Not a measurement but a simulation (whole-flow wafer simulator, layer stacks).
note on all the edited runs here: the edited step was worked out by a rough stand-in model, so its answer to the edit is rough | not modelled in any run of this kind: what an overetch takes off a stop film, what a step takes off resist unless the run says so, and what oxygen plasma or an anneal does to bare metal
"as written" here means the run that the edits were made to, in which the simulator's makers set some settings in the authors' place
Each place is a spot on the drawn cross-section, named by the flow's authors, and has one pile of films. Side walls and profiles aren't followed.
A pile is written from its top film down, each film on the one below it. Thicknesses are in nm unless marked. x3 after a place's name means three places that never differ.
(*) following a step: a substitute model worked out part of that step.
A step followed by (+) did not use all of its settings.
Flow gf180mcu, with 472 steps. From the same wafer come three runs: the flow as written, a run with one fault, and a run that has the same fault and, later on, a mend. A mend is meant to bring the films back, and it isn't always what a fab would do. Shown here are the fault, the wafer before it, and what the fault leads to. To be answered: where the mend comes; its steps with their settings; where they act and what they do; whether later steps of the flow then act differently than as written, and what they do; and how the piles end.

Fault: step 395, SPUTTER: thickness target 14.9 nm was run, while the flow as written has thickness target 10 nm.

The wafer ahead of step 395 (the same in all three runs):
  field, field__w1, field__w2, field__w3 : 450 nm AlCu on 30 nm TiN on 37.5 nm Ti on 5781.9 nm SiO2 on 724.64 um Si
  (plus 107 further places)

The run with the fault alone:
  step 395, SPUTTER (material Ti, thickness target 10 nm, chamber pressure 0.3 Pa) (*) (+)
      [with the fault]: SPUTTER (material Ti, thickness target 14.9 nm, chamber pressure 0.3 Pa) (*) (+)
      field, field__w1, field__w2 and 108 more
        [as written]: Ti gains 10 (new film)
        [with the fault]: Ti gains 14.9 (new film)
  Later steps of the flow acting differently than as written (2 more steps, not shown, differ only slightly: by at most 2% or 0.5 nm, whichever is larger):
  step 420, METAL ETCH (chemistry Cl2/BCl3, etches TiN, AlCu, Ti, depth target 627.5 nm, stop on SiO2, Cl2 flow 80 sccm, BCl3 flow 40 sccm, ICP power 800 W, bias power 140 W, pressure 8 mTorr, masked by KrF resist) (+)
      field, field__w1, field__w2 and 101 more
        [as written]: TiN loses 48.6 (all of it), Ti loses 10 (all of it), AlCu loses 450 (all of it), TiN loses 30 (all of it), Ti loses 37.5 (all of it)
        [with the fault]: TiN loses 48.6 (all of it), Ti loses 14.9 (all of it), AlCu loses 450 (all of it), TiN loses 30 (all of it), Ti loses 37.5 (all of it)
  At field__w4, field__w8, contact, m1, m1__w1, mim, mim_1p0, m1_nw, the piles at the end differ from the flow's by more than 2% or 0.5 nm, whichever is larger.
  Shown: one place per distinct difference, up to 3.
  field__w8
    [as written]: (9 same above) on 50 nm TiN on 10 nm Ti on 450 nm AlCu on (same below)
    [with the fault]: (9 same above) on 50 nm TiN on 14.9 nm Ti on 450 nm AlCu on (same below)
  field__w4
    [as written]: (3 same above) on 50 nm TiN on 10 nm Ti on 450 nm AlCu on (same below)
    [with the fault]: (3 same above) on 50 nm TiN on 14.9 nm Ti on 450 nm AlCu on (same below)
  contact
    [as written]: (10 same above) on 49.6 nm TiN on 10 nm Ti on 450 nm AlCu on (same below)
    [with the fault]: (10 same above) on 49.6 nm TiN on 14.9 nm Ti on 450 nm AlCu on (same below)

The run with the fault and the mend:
  The mend stands after step 395.
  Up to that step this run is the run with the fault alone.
  step 395a, METAL ETCH (chemistry Cl2/BCl3, etches TiN, AlCu, Ti, depth target 4.9 nm, Cl2 flow 80 sccm, BCl3 flow 40 sccm, ICP power 800 W, bias power 140 W, pressure 8 mTorr) (the flow's step 260, run once more with other settings)
      field, field__w1, field__w2 and 108 more
        Ti loses 4.9
  Every later step of the flow that is run acts as written at every place that is followed.
  The piles end the same as the flow's at every place that both follow.
